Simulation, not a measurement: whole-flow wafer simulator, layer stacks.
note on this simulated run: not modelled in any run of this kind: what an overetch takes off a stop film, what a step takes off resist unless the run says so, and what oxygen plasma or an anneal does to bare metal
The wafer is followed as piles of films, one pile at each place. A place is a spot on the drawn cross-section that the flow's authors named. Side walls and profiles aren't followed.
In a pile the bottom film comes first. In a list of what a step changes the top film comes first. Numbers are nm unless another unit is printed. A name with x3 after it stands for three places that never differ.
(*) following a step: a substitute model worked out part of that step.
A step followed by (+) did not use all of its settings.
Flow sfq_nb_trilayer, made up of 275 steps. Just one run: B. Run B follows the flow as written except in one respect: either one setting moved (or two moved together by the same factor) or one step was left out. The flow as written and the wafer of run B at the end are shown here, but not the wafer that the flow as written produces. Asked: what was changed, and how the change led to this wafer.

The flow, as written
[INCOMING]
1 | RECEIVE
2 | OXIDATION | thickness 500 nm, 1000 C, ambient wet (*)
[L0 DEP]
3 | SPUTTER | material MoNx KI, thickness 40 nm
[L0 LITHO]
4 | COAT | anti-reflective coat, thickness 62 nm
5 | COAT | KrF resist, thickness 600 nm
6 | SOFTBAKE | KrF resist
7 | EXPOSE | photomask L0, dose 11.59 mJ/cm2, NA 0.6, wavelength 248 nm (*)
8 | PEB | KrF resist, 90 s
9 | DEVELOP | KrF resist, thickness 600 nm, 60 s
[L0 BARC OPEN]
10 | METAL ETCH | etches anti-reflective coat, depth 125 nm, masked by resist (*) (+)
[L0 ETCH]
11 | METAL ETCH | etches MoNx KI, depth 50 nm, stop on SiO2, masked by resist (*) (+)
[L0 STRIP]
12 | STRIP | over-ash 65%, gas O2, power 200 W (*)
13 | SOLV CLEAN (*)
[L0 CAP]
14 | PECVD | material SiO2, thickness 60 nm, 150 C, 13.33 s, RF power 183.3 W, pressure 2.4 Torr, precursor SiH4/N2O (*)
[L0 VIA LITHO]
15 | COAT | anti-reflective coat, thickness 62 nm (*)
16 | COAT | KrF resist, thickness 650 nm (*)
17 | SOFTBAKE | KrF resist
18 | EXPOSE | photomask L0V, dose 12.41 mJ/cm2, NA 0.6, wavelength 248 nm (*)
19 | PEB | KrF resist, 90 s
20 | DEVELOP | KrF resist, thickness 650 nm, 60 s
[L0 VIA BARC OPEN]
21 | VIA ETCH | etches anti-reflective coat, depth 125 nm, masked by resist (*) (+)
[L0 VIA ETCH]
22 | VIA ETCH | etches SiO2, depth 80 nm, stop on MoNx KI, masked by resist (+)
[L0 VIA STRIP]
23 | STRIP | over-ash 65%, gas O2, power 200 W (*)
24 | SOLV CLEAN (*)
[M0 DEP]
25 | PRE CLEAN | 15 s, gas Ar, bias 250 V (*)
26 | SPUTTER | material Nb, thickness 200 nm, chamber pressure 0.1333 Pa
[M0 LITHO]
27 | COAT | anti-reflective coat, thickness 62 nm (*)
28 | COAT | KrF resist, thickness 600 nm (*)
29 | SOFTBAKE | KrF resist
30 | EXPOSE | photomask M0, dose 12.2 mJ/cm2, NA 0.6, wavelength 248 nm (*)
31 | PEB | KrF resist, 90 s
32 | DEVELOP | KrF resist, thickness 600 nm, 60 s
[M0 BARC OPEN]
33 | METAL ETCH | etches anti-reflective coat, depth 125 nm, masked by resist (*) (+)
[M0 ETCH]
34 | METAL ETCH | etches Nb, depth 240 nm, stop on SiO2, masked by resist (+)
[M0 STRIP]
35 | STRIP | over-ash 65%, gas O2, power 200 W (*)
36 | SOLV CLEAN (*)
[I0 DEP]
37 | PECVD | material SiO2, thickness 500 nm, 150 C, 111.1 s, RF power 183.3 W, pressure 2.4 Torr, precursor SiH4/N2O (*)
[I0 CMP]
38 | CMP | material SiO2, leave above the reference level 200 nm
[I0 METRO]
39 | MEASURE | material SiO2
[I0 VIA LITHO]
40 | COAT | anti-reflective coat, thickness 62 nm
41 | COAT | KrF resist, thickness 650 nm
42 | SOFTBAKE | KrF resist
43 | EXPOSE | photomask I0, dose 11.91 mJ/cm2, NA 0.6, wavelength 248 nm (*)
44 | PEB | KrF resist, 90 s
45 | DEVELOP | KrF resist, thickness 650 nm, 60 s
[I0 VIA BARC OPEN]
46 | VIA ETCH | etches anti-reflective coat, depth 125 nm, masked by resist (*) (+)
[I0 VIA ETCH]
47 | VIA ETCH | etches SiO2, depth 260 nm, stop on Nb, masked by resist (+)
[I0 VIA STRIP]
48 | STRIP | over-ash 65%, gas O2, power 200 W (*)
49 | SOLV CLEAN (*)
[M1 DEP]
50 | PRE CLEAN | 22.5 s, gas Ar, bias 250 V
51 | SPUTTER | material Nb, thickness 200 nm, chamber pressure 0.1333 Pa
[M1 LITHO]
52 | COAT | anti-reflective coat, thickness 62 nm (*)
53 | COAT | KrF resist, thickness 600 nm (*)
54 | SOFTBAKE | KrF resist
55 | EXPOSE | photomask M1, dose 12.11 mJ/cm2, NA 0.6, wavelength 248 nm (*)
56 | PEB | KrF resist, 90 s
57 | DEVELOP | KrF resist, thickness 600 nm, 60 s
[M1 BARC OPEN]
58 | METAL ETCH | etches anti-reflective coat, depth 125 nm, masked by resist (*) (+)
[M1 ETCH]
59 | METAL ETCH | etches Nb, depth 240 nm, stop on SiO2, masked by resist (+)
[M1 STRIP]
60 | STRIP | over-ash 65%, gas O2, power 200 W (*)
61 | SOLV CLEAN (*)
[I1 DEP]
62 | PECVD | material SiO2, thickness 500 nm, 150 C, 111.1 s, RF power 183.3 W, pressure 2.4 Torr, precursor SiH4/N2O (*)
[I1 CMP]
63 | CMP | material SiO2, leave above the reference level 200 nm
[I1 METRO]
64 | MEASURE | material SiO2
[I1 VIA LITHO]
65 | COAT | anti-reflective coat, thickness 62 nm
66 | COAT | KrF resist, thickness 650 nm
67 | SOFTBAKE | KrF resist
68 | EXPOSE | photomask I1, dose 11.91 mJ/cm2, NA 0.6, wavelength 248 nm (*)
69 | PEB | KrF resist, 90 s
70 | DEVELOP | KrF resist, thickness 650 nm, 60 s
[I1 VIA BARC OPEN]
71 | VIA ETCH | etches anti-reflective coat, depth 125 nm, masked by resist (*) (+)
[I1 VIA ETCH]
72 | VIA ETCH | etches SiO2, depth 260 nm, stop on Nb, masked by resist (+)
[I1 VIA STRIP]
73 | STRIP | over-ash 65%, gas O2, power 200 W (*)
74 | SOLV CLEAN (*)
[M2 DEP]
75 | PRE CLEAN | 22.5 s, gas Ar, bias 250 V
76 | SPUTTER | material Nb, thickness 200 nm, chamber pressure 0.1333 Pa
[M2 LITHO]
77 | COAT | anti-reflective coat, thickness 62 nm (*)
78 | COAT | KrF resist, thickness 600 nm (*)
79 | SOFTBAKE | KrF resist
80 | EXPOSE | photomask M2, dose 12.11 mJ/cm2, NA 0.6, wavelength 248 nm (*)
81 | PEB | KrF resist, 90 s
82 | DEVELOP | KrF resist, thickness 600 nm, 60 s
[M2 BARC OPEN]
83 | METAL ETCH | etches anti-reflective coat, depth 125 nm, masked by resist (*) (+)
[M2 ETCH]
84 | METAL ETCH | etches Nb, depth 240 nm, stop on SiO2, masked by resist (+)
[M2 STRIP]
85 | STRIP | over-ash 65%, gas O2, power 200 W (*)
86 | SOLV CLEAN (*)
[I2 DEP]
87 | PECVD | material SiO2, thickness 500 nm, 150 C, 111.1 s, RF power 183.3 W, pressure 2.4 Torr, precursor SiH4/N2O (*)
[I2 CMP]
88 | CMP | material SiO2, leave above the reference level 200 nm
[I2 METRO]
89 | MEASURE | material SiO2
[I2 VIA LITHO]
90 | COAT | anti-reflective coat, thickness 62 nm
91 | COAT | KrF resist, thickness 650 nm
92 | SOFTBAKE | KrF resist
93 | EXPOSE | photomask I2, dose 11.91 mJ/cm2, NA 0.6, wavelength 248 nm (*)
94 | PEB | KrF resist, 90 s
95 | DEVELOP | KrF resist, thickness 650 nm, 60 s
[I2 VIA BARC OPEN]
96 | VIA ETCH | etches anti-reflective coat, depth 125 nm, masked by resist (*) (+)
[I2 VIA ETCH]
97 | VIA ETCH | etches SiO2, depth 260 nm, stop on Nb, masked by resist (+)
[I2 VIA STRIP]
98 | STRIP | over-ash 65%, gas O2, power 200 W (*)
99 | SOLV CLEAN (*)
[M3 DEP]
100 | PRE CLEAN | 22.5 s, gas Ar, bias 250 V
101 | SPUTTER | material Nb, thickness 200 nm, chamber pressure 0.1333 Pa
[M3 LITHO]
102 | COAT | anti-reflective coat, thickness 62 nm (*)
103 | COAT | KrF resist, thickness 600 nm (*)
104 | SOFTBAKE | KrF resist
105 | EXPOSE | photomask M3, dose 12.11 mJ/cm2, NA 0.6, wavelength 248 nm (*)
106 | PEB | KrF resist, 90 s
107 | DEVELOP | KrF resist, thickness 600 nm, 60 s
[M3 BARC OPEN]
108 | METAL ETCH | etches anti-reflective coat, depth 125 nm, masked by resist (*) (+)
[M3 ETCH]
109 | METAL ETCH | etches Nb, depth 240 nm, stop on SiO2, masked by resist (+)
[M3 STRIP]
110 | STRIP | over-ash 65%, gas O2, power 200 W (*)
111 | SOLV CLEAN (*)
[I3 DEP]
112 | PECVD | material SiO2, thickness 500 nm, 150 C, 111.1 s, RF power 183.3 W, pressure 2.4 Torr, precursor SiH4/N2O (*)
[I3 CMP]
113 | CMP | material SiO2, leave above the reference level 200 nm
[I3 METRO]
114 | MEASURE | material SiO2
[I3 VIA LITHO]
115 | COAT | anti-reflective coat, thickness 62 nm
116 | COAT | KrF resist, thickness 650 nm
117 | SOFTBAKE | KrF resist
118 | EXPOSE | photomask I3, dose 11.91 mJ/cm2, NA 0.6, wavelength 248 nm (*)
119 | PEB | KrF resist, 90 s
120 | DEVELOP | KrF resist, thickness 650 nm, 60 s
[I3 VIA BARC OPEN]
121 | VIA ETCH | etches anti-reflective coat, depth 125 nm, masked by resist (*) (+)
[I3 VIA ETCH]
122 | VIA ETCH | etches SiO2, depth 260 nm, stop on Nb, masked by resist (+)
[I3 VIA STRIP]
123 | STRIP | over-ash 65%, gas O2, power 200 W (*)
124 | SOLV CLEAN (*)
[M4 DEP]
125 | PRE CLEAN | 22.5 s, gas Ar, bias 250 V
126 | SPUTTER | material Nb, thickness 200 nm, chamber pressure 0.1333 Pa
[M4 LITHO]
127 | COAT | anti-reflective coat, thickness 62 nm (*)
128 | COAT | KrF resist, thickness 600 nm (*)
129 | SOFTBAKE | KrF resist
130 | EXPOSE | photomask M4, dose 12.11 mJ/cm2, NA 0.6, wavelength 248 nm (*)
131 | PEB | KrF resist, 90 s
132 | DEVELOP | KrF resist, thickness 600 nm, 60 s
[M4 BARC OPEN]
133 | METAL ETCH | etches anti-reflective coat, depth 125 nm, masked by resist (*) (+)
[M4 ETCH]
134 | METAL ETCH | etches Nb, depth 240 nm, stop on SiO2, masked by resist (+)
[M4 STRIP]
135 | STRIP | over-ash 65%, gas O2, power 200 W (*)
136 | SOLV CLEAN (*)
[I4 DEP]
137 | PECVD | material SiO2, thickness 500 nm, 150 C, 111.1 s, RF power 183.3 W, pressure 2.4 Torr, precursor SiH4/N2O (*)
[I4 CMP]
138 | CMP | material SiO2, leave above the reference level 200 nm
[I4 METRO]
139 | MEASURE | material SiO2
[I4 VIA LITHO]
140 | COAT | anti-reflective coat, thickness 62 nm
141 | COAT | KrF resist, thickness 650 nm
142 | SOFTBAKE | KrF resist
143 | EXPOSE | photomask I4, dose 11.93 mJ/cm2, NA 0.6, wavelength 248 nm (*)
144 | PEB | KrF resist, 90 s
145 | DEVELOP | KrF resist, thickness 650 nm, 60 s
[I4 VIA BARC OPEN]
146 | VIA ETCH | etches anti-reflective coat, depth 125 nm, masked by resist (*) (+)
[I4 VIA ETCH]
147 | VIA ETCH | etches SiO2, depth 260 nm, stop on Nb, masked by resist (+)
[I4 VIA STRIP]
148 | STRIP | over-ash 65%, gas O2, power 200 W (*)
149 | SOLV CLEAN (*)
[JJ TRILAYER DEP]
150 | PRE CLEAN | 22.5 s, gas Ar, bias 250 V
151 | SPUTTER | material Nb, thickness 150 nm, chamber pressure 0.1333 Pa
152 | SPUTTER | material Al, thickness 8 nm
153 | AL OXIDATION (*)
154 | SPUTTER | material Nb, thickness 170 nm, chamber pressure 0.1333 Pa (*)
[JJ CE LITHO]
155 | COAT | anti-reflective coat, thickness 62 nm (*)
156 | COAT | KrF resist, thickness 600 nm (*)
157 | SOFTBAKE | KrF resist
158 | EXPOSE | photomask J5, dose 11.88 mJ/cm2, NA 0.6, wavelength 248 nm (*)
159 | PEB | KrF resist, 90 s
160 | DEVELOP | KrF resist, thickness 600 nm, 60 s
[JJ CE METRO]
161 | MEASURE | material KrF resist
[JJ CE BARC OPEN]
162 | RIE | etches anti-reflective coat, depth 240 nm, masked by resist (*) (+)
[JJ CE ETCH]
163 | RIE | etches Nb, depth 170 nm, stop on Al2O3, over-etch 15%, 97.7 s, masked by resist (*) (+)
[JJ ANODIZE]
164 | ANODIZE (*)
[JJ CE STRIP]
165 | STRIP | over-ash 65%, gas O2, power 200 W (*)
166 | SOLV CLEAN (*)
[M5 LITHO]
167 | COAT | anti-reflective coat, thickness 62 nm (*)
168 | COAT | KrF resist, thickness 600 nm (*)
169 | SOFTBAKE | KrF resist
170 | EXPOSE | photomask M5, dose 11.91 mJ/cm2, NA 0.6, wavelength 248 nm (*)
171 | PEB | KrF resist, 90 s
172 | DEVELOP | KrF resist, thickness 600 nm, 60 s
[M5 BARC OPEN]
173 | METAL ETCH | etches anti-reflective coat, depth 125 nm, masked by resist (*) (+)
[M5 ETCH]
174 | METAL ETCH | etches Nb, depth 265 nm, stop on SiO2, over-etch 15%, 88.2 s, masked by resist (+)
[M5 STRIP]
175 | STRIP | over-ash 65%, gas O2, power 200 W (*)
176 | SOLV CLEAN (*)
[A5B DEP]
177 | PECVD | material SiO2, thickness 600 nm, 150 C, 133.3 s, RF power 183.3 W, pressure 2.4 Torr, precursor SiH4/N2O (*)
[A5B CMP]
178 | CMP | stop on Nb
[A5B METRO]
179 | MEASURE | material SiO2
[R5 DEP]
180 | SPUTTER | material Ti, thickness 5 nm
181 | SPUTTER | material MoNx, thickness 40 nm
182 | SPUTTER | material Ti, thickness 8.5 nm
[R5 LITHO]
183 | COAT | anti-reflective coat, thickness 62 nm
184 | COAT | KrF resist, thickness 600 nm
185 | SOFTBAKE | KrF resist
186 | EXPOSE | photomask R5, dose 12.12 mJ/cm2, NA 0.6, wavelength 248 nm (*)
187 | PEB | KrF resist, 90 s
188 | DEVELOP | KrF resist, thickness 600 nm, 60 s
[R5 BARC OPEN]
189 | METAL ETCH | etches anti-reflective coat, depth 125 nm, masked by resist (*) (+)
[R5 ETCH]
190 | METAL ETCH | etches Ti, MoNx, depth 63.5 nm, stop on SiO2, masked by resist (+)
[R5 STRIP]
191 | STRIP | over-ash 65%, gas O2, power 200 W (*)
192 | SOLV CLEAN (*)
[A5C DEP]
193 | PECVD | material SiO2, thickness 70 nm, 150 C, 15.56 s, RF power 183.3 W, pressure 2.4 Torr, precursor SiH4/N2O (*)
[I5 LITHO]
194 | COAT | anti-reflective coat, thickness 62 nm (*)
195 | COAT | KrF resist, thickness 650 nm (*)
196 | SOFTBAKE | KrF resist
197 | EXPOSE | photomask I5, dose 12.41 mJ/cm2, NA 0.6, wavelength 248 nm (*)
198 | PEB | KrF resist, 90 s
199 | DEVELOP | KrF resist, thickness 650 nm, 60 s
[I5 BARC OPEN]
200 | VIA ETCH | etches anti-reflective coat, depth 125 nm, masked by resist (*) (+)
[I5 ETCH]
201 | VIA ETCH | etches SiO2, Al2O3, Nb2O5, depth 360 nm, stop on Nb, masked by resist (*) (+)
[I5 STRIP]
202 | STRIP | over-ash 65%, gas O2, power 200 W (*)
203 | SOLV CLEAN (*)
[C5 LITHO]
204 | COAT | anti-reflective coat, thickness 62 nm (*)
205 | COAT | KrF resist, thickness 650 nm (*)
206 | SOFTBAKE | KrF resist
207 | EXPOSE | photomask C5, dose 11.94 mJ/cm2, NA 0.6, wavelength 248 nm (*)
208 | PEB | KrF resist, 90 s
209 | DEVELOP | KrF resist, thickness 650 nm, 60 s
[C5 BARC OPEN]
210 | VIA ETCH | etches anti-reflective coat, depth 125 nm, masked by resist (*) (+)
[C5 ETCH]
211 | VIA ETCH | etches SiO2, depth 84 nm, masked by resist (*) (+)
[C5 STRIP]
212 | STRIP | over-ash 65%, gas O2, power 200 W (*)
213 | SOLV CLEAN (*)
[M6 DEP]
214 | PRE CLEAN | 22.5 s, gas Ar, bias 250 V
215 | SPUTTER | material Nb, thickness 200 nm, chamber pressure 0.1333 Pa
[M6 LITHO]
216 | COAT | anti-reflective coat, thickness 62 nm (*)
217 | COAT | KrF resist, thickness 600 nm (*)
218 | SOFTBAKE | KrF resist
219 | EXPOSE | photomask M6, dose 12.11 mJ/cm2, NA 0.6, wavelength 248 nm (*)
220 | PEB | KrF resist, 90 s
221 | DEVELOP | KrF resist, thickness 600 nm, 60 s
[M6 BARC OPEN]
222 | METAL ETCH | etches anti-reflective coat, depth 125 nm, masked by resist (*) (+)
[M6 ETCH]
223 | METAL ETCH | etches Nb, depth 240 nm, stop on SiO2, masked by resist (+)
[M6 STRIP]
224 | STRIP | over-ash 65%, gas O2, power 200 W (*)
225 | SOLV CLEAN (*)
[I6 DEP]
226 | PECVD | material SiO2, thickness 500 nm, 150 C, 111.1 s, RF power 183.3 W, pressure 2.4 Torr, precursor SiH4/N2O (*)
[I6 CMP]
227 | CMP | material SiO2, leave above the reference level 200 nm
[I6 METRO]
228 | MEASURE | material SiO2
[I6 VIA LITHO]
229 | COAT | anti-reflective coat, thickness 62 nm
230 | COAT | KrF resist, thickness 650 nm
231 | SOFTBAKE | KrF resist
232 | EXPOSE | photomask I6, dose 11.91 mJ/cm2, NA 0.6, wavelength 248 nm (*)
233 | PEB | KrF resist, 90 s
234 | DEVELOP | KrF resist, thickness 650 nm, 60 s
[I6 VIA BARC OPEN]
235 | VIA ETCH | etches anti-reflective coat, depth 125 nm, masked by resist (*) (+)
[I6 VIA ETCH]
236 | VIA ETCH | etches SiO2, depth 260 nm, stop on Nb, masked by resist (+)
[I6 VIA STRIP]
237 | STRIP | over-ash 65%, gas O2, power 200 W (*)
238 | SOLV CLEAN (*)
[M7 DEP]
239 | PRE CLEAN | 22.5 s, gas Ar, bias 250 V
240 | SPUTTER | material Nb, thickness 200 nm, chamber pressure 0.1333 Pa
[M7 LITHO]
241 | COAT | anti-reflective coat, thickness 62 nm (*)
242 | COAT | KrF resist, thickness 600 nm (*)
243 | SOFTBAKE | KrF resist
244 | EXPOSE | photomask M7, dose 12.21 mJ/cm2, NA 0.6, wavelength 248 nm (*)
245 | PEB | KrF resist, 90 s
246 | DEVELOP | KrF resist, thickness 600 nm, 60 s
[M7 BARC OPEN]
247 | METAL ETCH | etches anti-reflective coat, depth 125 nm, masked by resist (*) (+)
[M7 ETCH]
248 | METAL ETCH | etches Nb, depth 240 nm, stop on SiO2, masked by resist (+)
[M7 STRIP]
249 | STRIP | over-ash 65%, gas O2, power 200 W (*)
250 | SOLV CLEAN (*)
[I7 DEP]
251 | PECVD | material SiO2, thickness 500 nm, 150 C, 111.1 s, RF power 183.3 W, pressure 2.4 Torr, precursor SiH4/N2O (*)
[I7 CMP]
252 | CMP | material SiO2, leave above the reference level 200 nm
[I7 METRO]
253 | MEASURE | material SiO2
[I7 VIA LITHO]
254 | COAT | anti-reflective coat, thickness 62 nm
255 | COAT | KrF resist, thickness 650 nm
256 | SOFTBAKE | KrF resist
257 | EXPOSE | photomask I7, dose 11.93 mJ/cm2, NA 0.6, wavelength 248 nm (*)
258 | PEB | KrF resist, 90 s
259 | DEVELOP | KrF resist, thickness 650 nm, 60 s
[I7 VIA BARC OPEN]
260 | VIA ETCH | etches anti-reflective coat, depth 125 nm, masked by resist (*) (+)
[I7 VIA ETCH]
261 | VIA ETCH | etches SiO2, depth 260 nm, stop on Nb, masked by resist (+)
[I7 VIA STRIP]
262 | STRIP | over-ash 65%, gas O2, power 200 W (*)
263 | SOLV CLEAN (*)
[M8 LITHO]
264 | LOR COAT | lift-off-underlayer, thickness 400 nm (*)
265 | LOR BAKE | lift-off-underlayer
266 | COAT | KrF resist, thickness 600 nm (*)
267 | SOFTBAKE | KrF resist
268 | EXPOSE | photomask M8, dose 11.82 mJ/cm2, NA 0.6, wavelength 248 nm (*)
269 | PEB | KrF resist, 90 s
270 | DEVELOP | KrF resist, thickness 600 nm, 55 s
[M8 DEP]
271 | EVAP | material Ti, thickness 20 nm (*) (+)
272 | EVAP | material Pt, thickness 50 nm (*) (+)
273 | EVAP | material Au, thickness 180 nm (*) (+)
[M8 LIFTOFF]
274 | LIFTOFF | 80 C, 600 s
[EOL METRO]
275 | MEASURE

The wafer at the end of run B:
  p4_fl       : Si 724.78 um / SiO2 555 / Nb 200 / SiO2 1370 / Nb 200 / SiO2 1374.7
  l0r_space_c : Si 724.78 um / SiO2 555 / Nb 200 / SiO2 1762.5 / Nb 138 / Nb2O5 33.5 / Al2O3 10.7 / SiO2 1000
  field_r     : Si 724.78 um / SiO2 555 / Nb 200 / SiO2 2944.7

What caused this: step 152, SPUTTER: thickness 6.8 nm was run, while the flow as written has thickness 8 nm.

How this came from the change, step by step:
  152 | SPUTTER | material Al, thickness 8 nm
      field_l, v_sur, via_sp and 100 more: Al gains 6.8 (new film) (it would be, as written: Al gains 8 (new film))
      via_wl, via_wr: Al gains 4.37 (new film) (it would be, as written: Al gains 5.14 (new film))
      (as well as at 1 more place)
  164 | ANODIZE (*)
      field_l, v_sur, via_sp and 96 more: Al2O3 gains 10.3, Nb2O5 gains 33.5 (new film), Al loses 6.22 (all of it), Nb loses 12 (it would be, as written: Al2O3 gains 12.2, Nb2O5 gains 29.9 (new film), Al loses 7.42 (all of it), Nb loses 10.8)
      via_wl, via_wr: Al2O3 gains 6.25 (new film), Nb2O5 gains 41.5 (new film), Al loses 3.79 (all of it), Nb loses 14.9 (it would be, as written: Al2O3 gains 7.52 (new film), Nb2O5 gains 39.2 (new film), Al loses 4.56 (all of it), Nb loses 14.1)
      (as well as at 1 more place)
  167 | COAT | anti-reflective coat, thickness 62 nm (*)
      ce_l: anti-reflective coat gains 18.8 (new film) (it would be, as written: anti-reflective coat gains 19.6 (new film))
      ce_r: anti-reflective coat gains 18.8 (new film) (it would be, as written: anti-reflective coat gains 19.7 (new film))
  174 | METAL ETCH | etches Nb, depth 265 nm, stop on SiO2, over-etch 15%, 88.2 s, masked by resist (+)
      field_l, r_sur, res and 50 more: Al2O3 loses 10.6 (all of it), Nb2O5 loses 33.5 (all of it), Nb loses 138 (all of it), SiO2 loses 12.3 (it would be, as written: Al2O3 loses 12.6 (all of it), Nb2O5 loses 29.9 (all of it), Nb loses 139.2 (all of it), SiO2 loses 12.3)
  175 | STRIP | over-ash 65%, gas O2, power 200 W (*)
      ce_l: KrF resist loses 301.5 (all of it), anti-reflective coat loses 18.8 (all of it) (it would be, as written: KrF resist loses 299.6 (all of it), anti-reflective coat loses 19.6 (all of it))
      ce_r: KrF resist loses 301.7 (all of it), anti-reflective coat loses 18.8 (all of it) (it would be, as written: KrF resist loses 299.9 (all of it), anti-reflective coat loses 19.7 (all of it))
  201 | VIA ETCH | etches SiO2, Al2O3, Nb2O5, depth 360 nm, stop on Nb, masked by resist (*) (+)
      be: SiO2 loses 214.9 (all of it), Al2O3 loses 10.7 (all of it), Nb2O5 loses 33.5 (all of it) (it would be, as written: SiO2 loses 216.4 (all of it), Al2O3 loses 12.7 (all of it), Nb2O5 loses 29.9 (all of it))
